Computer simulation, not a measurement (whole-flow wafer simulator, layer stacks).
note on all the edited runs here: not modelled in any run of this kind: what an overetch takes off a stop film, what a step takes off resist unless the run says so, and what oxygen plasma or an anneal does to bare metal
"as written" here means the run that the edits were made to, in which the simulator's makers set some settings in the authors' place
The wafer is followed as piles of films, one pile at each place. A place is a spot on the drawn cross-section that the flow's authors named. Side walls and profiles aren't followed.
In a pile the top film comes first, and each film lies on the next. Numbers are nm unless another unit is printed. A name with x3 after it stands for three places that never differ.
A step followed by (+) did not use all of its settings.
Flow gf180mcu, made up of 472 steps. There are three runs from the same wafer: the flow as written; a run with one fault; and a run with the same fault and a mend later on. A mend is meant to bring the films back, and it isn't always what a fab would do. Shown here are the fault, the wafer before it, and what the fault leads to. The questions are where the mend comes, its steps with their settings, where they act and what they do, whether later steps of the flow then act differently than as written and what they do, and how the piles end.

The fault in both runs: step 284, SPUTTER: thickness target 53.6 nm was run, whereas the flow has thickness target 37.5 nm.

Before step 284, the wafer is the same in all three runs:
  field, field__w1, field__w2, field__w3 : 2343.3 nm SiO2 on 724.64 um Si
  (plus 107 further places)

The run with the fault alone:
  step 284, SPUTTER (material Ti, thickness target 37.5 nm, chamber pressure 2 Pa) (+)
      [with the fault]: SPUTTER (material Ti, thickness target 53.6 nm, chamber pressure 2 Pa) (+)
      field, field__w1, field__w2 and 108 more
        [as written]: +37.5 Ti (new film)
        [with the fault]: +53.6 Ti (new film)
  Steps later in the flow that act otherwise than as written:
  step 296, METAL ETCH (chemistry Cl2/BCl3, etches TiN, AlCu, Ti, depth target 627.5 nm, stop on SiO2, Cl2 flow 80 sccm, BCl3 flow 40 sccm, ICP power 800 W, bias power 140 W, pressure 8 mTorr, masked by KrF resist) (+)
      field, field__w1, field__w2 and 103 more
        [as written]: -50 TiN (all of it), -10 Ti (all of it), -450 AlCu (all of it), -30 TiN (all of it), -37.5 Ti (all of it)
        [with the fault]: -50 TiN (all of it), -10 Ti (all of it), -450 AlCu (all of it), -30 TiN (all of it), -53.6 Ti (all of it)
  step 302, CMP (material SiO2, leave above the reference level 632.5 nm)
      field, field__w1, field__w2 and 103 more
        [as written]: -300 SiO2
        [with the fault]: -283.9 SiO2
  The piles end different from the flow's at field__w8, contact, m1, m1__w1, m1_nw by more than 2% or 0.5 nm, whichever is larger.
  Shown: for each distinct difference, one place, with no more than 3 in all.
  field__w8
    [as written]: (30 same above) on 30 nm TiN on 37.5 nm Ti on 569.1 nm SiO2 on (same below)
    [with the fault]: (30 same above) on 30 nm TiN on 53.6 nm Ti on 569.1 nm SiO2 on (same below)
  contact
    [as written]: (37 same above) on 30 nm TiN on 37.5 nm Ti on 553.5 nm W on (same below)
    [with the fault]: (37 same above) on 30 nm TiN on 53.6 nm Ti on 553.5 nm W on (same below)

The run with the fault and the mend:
  The mend stands after step 284.
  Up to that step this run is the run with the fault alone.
  step 284a, METAL ETCH (chemistry Cl2/BCl3, etches TiN, AlCu, Ti, depth target 16.1 nm, Cl2 flow 80 sccm, BCl3 flow 40 sccm, ICP power 800 W, bias power 140 W, pressure 8 mTorr) (a further turn of the flow's step 260, with different settings)
      field, field__w1, field__w2 and 108 more
        -16.1 Ti
  None of the later steps of the flow acts differently than as written at any place that is followed.
  By the end, the piles equal the flow's at every place that both follow.
